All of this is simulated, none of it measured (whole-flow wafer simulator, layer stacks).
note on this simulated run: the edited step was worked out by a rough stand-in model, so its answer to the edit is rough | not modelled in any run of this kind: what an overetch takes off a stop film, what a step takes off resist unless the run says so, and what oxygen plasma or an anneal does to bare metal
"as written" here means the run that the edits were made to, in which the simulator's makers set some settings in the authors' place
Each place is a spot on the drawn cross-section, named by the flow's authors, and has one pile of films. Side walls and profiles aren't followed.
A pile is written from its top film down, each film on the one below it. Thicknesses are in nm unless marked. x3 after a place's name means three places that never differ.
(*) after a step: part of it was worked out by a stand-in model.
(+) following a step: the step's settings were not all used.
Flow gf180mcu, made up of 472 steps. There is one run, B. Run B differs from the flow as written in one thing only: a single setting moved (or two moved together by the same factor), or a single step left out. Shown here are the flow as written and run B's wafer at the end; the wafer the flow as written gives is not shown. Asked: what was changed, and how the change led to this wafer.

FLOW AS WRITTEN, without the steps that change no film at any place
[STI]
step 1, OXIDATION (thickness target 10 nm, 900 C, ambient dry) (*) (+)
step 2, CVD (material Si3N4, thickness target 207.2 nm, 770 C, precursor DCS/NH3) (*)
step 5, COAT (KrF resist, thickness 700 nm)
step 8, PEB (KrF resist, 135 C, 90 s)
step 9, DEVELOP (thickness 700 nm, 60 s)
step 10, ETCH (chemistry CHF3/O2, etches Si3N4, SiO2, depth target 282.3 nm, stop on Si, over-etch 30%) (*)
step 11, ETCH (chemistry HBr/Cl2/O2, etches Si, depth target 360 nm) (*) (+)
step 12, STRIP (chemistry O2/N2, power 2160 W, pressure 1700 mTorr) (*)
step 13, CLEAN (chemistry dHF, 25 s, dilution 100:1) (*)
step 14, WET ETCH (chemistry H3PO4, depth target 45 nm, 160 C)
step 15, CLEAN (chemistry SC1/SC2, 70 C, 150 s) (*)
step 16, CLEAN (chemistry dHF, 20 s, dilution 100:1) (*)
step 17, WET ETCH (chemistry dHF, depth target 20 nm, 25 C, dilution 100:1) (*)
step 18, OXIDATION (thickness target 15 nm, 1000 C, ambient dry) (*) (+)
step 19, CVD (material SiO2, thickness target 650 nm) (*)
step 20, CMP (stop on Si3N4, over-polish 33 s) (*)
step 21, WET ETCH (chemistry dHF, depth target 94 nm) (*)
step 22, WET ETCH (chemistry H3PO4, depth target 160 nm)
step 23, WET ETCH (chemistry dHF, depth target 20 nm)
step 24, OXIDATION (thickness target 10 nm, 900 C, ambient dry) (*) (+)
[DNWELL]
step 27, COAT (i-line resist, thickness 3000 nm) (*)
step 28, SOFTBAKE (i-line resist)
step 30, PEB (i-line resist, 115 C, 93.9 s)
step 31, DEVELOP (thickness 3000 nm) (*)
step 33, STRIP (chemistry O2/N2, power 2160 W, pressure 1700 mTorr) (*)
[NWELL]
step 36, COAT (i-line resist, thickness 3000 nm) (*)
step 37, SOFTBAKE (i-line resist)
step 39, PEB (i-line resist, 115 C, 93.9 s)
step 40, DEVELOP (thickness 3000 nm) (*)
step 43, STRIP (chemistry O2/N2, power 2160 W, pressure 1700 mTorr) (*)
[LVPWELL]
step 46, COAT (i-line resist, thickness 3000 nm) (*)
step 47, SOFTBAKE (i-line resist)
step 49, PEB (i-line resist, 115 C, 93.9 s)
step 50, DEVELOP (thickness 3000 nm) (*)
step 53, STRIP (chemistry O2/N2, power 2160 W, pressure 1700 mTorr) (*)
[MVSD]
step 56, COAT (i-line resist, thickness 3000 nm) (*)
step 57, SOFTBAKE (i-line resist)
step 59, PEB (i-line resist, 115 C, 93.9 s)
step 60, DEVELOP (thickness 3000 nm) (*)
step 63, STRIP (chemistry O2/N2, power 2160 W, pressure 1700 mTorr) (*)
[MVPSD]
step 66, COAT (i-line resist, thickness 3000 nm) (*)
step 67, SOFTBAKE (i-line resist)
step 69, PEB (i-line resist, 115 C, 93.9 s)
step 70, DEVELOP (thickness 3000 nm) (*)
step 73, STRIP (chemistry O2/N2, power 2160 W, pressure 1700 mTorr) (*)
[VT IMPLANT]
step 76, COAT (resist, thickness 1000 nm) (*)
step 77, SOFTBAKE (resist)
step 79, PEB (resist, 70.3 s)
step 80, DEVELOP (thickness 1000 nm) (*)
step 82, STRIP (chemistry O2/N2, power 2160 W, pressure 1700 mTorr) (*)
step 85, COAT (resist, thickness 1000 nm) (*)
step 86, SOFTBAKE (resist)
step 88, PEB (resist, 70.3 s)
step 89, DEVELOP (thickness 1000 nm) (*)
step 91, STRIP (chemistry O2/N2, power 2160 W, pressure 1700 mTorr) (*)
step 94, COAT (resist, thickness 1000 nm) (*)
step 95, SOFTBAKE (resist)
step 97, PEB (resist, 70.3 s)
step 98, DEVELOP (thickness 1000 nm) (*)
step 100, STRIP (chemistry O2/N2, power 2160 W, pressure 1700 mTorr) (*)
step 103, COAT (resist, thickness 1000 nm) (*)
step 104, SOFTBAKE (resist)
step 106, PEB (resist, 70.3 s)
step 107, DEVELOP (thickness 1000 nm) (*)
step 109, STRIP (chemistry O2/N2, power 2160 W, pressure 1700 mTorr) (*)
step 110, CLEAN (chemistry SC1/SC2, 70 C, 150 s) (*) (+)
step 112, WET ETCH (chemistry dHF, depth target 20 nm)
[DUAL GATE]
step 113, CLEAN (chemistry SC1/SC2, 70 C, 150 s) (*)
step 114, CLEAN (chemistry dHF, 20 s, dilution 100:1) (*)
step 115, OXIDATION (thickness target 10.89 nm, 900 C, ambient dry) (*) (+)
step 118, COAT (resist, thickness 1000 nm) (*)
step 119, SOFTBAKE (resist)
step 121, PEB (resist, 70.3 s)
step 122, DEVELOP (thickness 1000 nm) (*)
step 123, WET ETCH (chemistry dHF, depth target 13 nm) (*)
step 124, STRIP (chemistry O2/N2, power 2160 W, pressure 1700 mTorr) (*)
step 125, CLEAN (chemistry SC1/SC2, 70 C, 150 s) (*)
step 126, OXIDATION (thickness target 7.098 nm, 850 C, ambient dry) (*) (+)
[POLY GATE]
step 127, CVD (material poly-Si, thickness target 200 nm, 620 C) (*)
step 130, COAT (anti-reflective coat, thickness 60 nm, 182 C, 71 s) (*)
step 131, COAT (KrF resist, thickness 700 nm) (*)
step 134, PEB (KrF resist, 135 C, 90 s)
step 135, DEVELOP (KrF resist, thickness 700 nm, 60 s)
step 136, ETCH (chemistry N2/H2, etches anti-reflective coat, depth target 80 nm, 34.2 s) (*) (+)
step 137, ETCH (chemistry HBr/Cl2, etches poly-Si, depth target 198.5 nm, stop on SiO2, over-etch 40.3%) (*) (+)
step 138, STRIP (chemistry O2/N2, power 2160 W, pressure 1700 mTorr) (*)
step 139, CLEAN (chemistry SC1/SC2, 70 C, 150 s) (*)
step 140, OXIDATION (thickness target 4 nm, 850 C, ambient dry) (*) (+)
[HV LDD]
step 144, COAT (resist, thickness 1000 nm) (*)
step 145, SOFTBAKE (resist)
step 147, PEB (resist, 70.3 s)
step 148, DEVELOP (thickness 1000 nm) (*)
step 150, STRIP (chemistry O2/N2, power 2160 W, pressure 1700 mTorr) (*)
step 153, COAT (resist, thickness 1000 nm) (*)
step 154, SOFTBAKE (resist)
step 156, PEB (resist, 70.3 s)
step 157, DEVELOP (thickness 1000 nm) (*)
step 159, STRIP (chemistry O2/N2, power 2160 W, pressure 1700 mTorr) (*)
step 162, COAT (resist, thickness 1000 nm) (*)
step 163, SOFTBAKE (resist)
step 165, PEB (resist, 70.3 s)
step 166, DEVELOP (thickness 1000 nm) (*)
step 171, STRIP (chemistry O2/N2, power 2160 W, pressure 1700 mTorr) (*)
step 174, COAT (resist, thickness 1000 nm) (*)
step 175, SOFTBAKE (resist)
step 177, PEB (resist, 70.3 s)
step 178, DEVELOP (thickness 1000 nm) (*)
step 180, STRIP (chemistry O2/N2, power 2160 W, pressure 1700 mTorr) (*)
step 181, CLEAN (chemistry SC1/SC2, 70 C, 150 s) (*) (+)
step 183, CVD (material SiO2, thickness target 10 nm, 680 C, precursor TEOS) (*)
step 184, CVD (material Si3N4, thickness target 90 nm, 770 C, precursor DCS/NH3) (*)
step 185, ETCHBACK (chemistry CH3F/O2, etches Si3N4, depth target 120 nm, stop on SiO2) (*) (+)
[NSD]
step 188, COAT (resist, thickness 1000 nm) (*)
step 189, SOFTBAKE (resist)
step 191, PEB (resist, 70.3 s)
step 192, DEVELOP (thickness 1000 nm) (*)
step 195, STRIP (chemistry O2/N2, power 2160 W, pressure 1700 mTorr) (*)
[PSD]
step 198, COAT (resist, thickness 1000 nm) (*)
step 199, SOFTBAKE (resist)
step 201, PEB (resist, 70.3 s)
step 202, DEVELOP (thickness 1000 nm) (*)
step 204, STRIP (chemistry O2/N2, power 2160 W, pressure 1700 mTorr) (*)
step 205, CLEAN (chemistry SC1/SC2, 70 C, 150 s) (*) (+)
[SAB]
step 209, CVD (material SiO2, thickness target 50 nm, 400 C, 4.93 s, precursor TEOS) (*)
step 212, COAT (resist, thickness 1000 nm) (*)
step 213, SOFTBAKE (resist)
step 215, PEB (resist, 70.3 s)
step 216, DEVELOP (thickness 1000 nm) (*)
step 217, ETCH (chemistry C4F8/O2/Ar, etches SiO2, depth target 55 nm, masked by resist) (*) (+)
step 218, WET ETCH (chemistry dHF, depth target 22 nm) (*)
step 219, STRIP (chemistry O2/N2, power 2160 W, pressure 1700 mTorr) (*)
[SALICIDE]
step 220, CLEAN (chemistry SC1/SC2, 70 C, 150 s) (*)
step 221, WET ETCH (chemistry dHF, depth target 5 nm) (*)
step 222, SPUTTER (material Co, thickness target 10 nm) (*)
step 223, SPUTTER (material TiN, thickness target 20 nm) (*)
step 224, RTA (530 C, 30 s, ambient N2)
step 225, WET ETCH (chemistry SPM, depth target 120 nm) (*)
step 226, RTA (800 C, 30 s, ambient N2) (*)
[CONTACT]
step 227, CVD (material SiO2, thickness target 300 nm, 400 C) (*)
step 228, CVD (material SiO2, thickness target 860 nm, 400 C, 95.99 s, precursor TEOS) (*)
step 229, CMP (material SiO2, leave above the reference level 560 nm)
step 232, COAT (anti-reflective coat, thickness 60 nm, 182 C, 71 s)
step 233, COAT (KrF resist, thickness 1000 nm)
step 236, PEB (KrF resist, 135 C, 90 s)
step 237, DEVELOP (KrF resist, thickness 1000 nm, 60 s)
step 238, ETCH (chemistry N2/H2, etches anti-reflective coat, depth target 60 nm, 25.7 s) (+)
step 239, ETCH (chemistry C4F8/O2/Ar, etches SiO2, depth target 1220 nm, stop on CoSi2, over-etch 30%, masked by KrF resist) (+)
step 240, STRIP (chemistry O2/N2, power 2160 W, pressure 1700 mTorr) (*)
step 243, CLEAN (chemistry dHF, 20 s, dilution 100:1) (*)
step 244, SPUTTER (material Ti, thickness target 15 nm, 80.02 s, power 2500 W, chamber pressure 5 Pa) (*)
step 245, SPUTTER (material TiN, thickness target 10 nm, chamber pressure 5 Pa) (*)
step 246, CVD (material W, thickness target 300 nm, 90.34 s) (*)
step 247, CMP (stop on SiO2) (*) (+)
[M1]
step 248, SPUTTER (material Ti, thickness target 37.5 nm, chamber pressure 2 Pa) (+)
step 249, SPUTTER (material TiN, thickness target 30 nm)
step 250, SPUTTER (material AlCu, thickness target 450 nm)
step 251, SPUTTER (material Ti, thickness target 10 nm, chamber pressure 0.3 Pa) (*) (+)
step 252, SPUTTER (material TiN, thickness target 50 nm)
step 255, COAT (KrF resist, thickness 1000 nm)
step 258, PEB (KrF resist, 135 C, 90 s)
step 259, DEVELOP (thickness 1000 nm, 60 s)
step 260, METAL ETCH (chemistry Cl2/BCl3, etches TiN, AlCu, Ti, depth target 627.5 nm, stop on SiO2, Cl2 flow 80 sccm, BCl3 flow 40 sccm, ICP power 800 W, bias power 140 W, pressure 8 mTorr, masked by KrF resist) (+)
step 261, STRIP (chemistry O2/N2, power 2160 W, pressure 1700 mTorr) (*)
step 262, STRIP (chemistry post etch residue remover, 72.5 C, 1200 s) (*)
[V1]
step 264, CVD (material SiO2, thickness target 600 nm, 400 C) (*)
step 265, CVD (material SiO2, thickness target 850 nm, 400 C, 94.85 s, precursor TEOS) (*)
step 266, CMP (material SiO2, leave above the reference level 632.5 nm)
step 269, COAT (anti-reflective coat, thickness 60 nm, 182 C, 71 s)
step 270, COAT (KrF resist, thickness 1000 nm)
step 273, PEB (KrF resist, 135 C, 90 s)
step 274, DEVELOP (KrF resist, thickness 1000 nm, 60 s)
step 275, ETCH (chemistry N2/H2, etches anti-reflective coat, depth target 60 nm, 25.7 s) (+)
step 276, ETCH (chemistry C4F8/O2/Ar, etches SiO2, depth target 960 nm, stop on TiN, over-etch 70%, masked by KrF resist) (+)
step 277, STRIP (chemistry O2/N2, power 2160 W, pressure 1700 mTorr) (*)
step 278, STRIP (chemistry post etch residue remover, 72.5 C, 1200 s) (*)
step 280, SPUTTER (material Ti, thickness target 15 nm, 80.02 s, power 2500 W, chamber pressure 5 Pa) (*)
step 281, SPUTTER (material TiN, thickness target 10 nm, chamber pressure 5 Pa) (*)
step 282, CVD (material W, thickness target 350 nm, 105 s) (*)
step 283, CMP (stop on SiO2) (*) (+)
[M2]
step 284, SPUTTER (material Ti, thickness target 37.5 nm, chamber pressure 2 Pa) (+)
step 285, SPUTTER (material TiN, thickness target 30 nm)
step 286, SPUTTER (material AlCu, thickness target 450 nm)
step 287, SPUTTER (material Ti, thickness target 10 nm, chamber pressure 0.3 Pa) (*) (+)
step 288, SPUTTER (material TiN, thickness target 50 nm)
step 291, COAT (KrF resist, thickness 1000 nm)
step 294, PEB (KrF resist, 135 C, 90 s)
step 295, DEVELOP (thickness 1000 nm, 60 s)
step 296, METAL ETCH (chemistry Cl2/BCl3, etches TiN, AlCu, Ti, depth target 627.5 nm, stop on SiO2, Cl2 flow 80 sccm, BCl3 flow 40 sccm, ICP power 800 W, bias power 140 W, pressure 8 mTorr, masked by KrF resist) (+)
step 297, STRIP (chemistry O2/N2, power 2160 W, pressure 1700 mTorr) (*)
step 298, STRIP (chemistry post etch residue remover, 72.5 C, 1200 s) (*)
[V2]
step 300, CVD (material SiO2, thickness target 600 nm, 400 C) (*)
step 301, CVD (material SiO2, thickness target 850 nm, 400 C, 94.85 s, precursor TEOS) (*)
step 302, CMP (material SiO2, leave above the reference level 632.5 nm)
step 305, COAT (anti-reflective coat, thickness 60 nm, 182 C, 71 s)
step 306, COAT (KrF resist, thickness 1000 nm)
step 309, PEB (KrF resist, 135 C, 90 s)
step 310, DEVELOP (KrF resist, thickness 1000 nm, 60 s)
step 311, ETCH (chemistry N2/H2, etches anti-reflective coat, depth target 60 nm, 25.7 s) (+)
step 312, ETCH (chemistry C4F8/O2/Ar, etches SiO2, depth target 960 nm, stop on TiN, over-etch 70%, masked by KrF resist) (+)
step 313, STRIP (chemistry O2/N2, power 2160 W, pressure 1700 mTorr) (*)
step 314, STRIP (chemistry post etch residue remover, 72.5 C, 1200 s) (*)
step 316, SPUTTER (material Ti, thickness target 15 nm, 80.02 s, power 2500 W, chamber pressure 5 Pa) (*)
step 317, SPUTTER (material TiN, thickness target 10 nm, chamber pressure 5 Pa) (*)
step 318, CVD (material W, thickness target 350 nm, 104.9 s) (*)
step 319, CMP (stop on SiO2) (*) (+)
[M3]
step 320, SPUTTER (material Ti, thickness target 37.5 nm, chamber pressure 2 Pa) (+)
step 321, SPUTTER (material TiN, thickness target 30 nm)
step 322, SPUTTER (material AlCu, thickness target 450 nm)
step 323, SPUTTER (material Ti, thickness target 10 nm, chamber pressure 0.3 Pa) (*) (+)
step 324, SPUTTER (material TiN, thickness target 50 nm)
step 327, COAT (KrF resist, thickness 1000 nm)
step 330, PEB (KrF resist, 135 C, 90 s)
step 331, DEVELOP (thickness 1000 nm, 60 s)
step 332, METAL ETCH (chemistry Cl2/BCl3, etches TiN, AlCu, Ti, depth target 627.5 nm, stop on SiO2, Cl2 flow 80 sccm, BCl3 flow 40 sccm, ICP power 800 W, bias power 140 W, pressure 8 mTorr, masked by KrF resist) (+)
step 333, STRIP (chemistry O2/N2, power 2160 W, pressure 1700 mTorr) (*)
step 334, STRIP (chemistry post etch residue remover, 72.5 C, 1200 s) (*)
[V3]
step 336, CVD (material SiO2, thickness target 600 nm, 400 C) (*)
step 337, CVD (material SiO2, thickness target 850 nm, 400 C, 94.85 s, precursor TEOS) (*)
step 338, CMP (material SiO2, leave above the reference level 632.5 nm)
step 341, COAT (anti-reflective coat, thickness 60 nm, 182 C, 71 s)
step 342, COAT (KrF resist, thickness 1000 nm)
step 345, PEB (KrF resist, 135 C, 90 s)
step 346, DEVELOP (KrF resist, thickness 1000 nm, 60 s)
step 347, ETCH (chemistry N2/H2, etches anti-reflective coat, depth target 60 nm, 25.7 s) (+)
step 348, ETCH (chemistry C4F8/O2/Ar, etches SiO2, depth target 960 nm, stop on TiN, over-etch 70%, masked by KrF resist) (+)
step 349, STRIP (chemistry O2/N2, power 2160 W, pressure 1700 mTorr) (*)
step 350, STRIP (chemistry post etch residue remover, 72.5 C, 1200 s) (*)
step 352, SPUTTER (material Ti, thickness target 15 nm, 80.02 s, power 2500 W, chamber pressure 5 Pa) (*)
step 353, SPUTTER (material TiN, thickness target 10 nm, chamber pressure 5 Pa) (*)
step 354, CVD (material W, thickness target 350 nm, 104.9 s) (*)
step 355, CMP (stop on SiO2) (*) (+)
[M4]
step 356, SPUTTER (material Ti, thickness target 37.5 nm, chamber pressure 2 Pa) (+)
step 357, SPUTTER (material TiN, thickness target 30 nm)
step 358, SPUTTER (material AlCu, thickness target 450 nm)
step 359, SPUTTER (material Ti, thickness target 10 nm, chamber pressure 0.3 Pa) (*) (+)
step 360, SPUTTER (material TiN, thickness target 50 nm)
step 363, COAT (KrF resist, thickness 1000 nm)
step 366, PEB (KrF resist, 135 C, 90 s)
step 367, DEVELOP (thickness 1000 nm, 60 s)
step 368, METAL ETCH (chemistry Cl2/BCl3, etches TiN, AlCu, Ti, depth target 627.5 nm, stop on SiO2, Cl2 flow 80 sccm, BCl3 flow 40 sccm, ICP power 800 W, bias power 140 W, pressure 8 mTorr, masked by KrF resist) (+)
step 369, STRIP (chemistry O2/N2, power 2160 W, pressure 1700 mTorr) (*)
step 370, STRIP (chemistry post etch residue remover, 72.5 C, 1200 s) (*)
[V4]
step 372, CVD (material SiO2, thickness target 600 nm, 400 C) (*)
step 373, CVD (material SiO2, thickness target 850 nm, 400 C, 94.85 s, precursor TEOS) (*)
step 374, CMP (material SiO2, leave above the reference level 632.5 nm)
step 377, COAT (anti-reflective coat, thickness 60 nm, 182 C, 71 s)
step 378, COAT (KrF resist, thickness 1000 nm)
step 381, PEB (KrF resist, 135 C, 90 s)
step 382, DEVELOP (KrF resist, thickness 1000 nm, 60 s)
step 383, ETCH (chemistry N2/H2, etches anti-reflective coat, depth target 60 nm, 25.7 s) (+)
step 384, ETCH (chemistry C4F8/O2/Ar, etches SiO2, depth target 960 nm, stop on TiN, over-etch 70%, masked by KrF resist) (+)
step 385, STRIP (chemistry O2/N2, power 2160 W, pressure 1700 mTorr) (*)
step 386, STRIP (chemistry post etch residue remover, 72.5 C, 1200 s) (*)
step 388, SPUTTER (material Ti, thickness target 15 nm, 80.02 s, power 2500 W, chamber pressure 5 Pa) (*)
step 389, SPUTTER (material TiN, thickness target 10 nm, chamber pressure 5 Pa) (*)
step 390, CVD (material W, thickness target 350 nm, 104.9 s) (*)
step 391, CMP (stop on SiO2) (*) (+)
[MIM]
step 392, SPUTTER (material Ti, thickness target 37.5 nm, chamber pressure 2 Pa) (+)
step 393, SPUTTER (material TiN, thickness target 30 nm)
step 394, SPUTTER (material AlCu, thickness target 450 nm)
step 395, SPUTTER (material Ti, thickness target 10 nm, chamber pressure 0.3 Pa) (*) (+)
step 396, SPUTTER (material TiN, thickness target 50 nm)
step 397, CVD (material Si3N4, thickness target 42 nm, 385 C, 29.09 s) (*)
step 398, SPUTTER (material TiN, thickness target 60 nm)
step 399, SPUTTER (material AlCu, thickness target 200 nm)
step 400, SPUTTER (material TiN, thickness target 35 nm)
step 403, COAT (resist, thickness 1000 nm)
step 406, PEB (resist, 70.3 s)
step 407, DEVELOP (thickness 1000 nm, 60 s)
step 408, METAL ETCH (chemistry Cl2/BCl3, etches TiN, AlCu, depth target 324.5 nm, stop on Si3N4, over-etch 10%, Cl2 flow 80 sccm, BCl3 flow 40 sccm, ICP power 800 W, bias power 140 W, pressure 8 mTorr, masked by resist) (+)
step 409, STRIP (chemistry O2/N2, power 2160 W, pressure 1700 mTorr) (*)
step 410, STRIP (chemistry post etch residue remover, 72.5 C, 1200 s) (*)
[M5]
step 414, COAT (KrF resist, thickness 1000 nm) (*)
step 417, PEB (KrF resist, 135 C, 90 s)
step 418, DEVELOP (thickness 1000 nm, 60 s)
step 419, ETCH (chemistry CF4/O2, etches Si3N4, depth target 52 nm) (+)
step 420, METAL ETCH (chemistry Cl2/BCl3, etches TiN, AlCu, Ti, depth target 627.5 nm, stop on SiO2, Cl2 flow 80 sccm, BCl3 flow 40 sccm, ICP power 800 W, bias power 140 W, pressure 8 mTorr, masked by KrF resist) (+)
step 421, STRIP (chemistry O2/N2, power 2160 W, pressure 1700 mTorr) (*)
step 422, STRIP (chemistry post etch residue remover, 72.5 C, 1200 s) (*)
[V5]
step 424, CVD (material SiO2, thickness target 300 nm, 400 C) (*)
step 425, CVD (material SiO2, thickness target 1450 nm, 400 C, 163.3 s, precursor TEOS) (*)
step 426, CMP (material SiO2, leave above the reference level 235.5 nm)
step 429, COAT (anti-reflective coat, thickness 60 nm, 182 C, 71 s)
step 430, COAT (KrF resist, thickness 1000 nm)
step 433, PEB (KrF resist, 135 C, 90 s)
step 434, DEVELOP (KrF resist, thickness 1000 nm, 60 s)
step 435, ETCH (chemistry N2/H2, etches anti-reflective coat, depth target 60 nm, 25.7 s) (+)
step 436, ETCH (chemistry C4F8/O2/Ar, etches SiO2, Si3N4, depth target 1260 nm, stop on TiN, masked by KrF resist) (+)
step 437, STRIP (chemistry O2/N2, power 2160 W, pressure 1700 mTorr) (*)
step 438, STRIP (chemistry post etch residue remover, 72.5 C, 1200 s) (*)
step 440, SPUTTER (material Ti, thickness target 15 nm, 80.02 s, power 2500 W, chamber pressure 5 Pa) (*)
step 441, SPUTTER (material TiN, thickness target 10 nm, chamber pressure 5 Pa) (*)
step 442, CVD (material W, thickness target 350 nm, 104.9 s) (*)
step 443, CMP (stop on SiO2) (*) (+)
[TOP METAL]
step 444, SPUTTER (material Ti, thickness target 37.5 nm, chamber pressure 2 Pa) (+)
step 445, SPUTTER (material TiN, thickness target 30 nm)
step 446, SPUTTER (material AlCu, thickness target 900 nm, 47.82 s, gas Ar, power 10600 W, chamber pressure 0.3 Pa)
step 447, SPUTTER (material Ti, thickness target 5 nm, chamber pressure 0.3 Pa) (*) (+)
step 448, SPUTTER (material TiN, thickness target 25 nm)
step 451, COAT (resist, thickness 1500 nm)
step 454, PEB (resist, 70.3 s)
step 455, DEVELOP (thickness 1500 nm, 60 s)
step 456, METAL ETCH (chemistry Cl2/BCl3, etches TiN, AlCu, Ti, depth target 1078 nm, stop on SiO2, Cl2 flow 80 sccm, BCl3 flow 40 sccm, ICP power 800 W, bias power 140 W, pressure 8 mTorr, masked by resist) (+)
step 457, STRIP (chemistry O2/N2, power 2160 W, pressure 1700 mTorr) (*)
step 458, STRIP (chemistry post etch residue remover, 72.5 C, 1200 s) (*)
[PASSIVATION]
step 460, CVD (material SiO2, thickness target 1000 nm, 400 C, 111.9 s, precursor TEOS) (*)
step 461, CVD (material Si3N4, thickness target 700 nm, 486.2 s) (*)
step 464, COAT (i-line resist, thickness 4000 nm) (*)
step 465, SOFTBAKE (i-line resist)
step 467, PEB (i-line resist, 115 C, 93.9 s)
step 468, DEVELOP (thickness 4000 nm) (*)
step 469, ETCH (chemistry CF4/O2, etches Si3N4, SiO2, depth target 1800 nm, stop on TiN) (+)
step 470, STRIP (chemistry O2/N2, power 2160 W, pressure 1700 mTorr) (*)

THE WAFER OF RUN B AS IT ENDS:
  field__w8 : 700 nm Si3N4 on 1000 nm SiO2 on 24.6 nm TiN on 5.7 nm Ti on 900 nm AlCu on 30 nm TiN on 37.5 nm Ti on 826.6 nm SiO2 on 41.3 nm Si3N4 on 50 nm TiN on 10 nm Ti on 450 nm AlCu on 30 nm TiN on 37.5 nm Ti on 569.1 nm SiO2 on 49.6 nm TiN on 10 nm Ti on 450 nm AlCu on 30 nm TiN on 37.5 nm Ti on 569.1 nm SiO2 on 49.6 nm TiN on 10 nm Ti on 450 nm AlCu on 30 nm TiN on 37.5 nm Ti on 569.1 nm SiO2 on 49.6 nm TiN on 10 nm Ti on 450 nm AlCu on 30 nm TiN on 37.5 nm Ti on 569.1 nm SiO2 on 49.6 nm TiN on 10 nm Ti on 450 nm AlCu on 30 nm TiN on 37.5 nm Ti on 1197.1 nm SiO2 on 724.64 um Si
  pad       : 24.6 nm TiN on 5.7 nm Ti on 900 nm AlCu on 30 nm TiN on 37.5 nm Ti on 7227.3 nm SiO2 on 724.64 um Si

The reason: step 447, SPUTTER: thickness target 5.7 nm was run, while the flow as written has thickness target 5 nm.
One can read it off the wafer: field__w8 has Ti 5.7, and step 447 as written asks for 5 nm.

Step by step, how the change led to this:
  step 447, SPUTTER (material Ti, thickness target 5 nm, chamber pressure 0.3 Pa) (*) (+)
      field, field__w1, field__w2 and 109 more: Ti gains 5.7 (new film) (as written it would have been: Ti gains 5 (new film))
  step 456, METAL ETCH (chemistry Cl2/BCl3, etches TiN, AlCu, Ti, depth target 1078 nm, stop on SiO2, Cl2 flow 80 sccm, BCl3 flow 40 sccm, ICP power 800 W, bias power 140 W, pressure 8 mTorr, masked by resist) (+)
      field, field__w1, field__w2 and 103 more: TiN loses 25 (all of it), Ti loses 5.7 (all of it), AlCu loses 900 (all of it), TiN loses 30 (all of it), Ti loses 37.5 (all of it) (as written it would have been: TiN loses 25 (all of it), Ti loses 5 (all of it), AlCu loses 900 (all of it), TiN loses 30 (all of it), Ti loses 37.5 (all of it))
